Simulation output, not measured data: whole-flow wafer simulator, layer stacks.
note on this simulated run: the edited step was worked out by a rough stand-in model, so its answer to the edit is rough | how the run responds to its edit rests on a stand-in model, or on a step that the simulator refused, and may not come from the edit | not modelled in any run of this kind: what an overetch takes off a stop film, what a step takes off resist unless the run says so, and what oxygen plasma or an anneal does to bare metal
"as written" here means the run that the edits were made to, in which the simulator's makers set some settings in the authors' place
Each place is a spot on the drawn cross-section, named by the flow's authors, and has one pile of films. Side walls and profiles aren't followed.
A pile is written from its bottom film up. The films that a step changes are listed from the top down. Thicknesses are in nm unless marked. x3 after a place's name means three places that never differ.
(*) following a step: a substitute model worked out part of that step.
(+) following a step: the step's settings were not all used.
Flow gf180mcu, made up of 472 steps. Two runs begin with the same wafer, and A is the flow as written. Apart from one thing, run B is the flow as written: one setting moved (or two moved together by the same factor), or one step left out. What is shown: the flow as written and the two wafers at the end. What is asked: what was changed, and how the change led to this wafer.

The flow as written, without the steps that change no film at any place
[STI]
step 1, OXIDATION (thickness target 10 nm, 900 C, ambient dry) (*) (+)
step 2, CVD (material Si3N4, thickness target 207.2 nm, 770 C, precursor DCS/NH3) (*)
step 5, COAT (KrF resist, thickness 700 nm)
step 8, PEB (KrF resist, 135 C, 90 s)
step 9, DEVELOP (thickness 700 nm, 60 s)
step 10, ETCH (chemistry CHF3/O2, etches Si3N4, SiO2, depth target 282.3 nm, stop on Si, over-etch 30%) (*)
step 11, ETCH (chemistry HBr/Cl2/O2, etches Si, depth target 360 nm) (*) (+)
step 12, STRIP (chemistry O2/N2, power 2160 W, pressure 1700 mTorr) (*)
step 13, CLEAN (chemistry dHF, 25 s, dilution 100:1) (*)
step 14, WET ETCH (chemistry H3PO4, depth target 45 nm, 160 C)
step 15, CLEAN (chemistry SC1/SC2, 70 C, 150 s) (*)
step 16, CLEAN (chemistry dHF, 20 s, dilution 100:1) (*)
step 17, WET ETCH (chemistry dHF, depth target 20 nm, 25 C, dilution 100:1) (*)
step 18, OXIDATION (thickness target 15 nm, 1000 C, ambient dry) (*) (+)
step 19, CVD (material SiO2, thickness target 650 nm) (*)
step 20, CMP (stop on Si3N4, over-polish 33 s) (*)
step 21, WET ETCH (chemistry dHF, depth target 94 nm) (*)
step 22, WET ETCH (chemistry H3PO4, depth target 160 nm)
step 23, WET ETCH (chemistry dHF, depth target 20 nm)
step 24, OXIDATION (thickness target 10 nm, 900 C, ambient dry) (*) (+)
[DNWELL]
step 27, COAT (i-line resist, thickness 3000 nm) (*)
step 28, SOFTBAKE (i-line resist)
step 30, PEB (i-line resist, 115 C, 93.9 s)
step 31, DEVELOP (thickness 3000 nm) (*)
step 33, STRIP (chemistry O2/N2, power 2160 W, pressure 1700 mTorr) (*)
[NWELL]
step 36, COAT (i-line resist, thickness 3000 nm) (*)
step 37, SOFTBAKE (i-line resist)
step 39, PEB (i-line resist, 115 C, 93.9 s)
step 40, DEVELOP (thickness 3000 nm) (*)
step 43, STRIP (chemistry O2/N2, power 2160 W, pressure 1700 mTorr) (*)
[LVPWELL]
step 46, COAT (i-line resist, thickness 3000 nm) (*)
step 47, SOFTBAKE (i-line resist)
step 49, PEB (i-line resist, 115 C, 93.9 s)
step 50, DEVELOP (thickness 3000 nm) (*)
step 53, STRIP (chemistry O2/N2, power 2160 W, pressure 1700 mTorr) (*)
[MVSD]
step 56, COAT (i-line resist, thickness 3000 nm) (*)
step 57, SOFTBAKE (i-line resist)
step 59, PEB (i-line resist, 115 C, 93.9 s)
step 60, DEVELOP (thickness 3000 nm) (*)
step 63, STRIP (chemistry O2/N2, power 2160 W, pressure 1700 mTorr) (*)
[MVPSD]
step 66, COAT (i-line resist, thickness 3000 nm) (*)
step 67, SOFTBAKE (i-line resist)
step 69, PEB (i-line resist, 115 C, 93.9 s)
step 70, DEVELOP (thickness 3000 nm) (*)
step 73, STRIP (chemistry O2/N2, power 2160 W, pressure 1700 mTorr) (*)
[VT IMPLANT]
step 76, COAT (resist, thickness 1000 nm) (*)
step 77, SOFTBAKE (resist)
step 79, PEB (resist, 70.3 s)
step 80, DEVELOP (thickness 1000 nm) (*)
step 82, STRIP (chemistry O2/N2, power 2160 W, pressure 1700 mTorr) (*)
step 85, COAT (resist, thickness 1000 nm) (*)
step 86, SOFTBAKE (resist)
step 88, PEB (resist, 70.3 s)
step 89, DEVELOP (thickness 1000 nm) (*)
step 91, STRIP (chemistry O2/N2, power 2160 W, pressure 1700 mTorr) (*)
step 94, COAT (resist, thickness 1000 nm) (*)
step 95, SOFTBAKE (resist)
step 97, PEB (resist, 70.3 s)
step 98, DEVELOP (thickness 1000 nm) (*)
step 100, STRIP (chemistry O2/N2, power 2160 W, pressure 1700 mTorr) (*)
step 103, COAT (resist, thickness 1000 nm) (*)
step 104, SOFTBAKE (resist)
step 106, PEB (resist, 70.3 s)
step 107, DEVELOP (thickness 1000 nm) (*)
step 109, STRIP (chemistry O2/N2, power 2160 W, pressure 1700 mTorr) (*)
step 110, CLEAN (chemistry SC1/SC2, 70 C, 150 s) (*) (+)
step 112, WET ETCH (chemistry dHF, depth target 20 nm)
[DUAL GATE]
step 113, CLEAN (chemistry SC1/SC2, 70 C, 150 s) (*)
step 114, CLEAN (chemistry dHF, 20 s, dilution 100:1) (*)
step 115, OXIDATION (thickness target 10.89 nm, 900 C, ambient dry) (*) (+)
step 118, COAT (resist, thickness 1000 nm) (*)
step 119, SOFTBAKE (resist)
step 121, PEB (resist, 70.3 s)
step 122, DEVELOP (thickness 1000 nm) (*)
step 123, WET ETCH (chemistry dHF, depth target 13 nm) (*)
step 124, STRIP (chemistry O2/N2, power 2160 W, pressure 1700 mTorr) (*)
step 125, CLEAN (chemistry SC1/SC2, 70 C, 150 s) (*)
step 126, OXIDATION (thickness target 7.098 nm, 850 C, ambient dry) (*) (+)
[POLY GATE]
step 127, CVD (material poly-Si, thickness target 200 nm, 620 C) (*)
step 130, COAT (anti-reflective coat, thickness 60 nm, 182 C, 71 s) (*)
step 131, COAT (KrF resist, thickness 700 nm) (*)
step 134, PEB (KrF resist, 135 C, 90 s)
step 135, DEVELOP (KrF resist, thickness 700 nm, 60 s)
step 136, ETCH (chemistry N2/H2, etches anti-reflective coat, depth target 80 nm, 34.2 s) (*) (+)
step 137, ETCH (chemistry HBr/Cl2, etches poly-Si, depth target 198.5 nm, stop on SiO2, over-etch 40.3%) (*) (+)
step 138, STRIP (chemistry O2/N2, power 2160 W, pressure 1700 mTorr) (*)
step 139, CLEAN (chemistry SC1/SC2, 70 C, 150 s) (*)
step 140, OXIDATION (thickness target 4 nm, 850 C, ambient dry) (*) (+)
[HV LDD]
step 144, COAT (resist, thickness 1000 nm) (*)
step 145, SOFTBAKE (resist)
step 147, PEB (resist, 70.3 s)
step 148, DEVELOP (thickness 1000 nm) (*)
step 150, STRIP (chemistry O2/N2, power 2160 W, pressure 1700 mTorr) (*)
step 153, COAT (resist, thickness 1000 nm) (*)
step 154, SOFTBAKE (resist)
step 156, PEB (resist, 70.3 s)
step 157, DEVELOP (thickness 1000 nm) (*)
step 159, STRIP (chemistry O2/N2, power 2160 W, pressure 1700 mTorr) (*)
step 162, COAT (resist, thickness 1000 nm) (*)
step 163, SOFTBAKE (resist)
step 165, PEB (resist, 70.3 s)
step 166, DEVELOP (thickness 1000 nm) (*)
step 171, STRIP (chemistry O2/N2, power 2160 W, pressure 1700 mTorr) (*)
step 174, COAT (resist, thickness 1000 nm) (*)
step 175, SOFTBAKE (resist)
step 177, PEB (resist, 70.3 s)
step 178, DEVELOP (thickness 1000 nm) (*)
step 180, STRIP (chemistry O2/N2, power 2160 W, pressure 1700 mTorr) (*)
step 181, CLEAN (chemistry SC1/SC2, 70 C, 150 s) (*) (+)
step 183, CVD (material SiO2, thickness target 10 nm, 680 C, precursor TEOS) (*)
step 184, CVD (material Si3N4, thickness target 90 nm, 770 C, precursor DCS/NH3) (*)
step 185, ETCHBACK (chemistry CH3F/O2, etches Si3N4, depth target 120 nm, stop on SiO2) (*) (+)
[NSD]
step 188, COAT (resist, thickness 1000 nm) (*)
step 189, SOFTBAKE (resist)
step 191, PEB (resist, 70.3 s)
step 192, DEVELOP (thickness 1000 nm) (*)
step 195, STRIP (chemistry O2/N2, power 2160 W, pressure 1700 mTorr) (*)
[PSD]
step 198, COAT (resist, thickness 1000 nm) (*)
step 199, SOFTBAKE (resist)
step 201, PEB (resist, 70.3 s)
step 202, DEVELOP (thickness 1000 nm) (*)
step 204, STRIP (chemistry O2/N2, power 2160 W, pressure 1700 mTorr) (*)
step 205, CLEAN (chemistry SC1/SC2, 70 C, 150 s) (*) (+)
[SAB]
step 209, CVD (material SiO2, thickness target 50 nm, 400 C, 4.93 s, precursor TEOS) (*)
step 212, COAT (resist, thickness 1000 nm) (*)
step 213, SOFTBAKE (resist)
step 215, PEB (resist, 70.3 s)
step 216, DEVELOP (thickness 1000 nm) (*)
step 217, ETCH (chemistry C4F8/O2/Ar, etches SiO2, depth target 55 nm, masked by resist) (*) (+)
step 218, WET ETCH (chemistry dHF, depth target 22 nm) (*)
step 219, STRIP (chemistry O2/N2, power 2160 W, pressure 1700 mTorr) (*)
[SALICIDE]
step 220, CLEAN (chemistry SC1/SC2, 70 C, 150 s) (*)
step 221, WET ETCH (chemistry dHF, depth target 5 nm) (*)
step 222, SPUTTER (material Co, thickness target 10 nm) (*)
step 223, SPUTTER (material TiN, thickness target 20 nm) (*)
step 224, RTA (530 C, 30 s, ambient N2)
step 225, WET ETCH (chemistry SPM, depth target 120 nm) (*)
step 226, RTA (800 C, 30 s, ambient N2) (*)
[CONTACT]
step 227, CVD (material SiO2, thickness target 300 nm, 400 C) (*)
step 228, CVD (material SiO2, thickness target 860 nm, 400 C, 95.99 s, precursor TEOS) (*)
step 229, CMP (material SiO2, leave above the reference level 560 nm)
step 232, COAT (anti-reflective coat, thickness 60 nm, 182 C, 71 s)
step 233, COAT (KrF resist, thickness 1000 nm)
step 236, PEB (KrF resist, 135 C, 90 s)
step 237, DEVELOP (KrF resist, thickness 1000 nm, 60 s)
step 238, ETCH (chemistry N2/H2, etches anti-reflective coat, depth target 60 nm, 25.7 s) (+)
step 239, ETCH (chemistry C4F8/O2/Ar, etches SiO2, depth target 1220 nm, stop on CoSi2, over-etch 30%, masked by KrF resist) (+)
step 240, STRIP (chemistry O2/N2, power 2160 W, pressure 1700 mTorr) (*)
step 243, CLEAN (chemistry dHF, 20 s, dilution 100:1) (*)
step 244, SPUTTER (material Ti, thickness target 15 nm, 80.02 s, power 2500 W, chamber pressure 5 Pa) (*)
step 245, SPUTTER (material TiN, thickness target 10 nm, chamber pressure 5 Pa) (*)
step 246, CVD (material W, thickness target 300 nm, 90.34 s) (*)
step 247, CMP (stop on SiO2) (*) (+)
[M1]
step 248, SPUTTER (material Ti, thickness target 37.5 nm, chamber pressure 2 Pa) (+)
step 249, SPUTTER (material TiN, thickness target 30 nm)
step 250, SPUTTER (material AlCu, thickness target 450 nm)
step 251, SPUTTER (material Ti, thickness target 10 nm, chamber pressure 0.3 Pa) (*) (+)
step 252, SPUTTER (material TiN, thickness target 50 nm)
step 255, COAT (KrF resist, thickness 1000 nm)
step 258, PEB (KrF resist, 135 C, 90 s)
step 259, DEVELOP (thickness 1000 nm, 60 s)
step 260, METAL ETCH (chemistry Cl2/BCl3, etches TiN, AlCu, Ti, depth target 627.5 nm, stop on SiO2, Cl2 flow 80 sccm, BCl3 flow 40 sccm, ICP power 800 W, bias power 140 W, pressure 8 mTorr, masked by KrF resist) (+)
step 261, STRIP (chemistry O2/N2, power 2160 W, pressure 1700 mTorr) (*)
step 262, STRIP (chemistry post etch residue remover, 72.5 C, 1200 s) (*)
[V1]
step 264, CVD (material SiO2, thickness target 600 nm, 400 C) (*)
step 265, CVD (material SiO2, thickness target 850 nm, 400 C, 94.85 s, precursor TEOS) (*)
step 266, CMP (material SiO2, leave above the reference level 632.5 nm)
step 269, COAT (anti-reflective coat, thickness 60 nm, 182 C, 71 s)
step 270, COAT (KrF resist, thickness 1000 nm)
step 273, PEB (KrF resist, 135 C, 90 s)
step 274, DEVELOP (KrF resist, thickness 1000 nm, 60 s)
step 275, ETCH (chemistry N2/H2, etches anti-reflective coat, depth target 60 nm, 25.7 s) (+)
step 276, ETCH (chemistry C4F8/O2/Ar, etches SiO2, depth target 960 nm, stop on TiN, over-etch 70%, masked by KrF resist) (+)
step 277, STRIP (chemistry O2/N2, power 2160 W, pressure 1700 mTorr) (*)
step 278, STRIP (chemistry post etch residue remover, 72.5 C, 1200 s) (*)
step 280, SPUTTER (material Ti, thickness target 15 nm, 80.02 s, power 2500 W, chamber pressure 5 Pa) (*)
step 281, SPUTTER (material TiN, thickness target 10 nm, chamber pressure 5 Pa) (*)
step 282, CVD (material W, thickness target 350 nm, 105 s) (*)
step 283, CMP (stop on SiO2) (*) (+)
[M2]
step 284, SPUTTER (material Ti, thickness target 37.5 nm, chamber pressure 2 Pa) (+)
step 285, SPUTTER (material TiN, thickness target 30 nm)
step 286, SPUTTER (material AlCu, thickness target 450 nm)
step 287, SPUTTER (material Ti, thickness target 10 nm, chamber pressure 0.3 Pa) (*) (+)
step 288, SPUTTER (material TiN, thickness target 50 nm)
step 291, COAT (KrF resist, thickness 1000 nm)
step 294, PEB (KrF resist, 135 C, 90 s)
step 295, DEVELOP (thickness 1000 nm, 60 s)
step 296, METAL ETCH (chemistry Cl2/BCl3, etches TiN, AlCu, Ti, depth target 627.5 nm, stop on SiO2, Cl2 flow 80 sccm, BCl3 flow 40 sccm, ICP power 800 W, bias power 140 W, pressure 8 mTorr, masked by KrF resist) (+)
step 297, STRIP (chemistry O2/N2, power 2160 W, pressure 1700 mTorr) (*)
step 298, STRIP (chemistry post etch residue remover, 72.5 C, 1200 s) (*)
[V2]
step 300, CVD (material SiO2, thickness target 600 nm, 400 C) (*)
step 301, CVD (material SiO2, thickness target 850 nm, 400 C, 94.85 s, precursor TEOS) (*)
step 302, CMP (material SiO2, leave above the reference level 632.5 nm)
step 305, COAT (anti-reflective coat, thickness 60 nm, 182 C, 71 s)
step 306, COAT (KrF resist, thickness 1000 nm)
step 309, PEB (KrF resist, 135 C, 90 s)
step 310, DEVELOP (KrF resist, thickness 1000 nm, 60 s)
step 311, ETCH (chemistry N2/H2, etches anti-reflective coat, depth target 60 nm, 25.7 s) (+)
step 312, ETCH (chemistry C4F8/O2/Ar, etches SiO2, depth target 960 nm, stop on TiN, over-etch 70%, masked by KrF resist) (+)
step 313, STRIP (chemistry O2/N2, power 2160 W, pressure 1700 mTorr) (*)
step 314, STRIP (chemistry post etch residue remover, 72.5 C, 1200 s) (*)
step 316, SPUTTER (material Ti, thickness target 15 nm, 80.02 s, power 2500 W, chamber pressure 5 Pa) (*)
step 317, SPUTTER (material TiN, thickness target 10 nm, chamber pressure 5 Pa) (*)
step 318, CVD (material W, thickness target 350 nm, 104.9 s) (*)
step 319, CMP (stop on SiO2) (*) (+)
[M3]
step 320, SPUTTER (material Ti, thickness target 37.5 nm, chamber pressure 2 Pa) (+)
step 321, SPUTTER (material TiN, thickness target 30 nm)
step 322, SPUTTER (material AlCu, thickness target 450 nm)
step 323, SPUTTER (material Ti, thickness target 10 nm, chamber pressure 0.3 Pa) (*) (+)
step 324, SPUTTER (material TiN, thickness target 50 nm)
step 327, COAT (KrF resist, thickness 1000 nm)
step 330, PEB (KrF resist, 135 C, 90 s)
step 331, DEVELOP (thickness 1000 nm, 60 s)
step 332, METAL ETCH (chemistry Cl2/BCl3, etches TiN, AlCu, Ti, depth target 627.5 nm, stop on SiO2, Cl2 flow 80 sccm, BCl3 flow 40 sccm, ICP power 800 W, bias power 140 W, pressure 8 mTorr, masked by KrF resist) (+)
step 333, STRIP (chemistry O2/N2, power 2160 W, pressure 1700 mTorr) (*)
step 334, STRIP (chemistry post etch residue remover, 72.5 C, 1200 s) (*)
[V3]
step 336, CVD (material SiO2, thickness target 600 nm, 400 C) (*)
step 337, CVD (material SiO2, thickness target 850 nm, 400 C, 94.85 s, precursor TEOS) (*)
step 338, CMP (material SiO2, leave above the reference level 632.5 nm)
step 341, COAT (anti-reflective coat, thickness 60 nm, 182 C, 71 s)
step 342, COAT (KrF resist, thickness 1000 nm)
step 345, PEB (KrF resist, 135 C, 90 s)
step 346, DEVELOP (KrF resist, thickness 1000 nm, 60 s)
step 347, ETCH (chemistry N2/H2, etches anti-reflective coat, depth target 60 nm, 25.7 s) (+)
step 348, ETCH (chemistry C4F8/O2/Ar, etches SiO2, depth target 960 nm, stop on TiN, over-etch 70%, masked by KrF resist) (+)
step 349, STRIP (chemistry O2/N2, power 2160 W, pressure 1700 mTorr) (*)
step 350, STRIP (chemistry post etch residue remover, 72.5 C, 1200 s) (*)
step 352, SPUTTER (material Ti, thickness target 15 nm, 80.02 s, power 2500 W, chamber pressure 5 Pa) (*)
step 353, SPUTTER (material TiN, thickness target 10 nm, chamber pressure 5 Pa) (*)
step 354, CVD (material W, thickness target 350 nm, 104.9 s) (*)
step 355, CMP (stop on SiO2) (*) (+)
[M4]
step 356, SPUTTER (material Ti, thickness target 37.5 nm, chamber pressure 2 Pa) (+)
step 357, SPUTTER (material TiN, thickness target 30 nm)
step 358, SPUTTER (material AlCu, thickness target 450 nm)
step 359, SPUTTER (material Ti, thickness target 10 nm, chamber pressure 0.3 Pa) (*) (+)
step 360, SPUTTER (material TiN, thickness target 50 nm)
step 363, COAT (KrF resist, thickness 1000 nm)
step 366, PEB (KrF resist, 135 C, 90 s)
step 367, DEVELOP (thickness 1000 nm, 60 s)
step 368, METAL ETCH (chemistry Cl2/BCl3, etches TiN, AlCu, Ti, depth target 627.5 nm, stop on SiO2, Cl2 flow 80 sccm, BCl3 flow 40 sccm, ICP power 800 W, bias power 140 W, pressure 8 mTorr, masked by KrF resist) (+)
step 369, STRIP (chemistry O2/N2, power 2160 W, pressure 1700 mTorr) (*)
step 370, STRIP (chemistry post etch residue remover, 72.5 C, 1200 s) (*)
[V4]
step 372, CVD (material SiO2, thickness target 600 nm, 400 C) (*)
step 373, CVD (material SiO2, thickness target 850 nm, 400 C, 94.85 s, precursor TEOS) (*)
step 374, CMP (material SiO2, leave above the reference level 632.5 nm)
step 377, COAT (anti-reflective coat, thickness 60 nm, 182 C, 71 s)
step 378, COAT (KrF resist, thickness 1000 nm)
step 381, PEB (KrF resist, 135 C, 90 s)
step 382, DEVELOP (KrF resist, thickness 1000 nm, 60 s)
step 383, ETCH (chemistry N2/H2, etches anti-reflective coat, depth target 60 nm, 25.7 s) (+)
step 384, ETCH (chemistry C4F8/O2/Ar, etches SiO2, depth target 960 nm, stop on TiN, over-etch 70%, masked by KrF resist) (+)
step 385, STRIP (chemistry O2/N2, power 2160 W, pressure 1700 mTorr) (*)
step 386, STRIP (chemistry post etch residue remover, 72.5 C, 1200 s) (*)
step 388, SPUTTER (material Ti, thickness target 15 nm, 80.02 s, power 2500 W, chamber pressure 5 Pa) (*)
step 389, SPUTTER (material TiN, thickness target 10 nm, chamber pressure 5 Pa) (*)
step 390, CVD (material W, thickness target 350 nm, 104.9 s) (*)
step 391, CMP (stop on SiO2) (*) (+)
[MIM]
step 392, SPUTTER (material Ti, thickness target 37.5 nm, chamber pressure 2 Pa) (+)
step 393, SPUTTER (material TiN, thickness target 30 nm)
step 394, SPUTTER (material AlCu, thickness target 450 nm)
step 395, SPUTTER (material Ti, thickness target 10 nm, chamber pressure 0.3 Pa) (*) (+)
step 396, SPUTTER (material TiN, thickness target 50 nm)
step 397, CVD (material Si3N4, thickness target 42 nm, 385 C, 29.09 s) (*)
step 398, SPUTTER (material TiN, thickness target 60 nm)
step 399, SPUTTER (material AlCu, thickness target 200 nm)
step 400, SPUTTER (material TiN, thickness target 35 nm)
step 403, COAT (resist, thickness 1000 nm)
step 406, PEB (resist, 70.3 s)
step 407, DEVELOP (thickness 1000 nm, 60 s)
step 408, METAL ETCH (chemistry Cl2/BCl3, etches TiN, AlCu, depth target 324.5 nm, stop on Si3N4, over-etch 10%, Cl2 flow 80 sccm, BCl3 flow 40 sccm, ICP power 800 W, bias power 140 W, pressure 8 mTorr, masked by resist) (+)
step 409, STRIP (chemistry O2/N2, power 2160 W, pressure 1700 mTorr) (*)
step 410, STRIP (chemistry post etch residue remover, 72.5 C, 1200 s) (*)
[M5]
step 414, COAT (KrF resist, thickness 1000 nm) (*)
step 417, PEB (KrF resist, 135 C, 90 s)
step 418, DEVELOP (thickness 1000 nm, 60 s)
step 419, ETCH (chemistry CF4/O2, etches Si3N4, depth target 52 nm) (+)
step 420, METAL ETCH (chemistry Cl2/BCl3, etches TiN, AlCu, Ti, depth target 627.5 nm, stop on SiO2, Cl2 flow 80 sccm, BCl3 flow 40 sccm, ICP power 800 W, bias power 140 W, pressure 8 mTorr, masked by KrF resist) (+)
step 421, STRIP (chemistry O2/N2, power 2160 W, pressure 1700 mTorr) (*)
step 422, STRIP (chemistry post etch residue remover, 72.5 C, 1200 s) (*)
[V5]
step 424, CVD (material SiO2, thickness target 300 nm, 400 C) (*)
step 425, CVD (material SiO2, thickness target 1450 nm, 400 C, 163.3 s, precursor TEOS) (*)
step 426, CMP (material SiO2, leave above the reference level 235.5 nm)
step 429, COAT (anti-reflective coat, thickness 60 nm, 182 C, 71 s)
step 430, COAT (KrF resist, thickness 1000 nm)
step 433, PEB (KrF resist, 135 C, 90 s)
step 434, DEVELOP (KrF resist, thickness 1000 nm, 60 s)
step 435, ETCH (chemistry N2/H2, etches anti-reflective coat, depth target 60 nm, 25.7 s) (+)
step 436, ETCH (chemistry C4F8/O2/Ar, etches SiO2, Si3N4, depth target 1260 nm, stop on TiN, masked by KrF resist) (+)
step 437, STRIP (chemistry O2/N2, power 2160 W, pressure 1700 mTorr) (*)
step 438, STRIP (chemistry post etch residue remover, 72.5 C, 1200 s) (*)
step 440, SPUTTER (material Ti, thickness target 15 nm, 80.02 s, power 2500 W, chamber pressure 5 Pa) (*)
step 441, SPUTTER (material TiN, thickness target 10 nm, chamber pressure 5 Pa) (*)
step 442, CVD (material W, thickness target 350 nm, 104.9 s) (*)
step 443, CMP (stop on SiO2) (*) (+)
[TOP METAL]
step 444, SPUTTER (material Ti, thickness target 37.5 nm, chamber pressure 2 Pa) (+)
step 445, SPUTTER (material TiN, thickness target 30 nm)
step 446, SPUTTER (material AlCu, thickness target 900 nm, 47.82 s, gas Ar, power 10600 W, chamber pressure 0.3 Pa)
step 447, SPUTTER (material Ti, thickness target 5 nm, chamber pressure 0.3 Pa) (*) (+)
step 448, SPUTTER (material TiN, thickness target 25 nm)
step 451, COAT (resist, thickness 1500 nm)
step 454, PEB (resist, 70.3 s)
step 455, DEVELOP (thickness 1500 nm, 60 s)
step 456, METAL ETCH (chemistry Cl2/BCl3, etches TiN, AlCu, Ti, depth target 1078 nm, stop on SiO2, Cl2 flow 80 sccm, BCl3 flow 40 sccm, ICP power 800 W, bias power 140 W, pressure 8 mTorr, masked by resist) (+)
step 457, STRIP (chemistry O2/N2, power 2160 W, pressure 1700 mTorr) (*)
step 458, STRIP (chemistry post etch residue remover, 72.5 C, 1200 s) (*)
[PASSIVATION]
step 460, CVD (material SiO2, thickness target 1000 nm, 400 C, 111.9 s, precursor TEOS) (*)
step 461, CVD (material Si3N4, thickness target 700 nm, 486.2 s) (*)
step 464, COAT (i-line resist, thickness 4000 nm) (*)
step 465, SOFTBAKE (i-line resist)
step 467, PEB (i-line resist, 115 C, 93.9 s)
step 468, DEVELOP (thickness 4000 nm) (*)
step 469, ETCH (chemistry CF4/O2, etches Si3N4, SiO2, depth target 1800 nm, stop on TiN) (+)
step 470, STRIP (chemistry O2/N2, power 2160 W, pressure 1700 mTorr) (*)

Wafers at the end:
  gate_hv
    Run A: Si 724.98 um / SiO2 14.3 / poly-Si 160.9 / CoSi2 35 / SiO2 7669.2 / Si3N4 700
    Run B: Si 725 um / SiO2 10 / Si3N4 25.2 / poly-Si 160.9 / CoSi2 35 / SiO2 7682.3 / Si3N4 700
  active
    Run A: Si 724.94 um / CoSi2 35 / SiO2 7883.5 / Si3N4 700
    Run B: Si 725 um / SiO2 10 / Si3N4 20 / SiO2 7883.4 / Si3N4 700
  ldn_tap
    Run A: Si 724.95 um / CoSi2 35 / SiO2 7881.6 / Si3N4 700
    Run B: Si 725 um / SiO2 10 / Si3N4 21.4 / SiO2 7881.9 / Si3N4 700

What caused this: step 2, CVD: thickness target 246.5 nm was run, though the flow has thickness target 207.2 nm.

How this came from the change, step by step:
  step 2, CVD (material Si3N4, thickness target 207.2 nm, 770 C, precursor DCS/NH3) (*)
      field, field_sub, active and 77 more: A +207.2 Si3N4 (new film) | B +246.5 Si3N4 (new film)
  step 10, ETCH (chemistry CHF3/O2, etches Si3N4, SiO2, depth target 282.3 nm, stop on Si, over-etch 30%) (*)
      field, field_sub, sti and 34 more: A -207.2 Si3N4 (all of it), -10 SiO2 (all of it), -13 Si | B -246.5 Si3N4 (all of it), -10 SiO2 (all of it), -5.16 Si
  step 11, ETCH (chemistry HBr/Cl2/O2, etches Si, depth target 360 nm) (*) (+)
      active, n_well, p_well and 40 more: A -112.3 KrF resist | B -114.9 KrF resist
      field, field_sub, sti and 34 more: A -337 Si | B -344.8 Si
  step 19, CVD (material SiO2, thickness target 650 nm) (*)
      m1, ld_fp_n, ld_drift_n and 8 more: A +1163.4 SiO2 | B +1202.7 SiO2
  step 20, CMP (stop on Si3N4, over-polish 33 s) (*)
      sti, mim_1p0, pad and 11 more: A -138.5 SiO2 | B -99.1 SiO2
      nw_enc_fld, nw_enc_fld_lv: A -142.5 SiO2 | B -103.1 SiO2
      (also at 10 further places)
  step 22, WET ETCH (chemistry H3PO4, depth target 160 nm)
      active, n_well, p_well and 40 more: A -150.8 Si3N4 (all of it), -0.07 SiO2 | B -160.1 Si3N4
  step 23, WET ETCH (chemistry dHF, depth target 20 nm)
      active, n_well, p_well and 40 more: A -9.93 SiO2 (all of it) | B -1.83 Si3N4
  step 24, OXIDATION (thickness target 10 nm, 900 C, ambient dry) (*) (+)
      active, n_well, p_well and 40 more: A +10 SiO2 (new film), -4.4 Si | B nothing
  step 28, SOFTBAKE (i-line resist)
      ldn_fp, ldn_drn: A +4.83 i-line resist | B +5.63 i-line resist
      active_nat: A +2.84 i-line resist | B +3.39 i-line resist
      (also at 18 further places)
  step 37, SOFTBAKE (i-line resist)
      ldn_fp, ldn_drn: A +4.83 i-line resist | B +5.63 i-line resist
      active_nat: A +2.84 i-line resist | B +3.39 i-line resist
      (also at 18 further places)
  step 47, SOFTBAKE (i-line resist)
      ldn_fp, ldn_drn: A +4.83 i-line resist | B +5.63 i-line resist
      active_nat: A +2.84 i-line resist | B +3.39 i-line resist
      (also at 18 further places)
  step 57, SOFTBAKE (i-line resist)
      ldn_fp, ldn_drn: A +4.83 i-line resist | B +5.63 i-line resist
      active_nat: A +2.84 i-line resist | B +3.39 i-line resist
      (also at 18 further places)
  step 67, SOFTBAKE (i-line resist)
      ldn_fp, ldn_drn: A +4.83 i-line resist | B +5.63 i-line resist
      active_nat: A +2.84 i-line resist | B +3.39 i-line resist
      (also at 18 further places)
  step 112, WET ETCH (chemistry dHF, depth target 20 nm)
      active, n_well, p_well and 40 more: A -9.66 SiO2 (all of it) | B -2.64 Si3N4
  step 113, CLEAN (chemistry SC1/SC2, 70 C, 150 s) (*)
      active, n_well, p_well and 40 more: A +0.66 chemical SiO2 (new film), -1.83 Si | B nothing
  step 114, CLEAN (chemistry dHF, 20 s, dilution 100:1) (*)
      active, n_well, p_well and 40 more: A -0.66 chemical SiO2 (all of it) | B -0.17 Si3N4
  ... another 28 steps ...
  step 471, ANNEAL (400 C, 1800 s, ambient N2/H2)
      contact: A nothing | B under 49 films: +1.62 void (new film), -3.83 Ti, +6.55 TiSi first (new film), -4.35 Si
If metal films that touch count as one body, active has 0 bodies; the flow as written gives 1 body.
If metal films that touch count as one body, ldn_tap has 0 bodies; the flow as written gives 1 body.
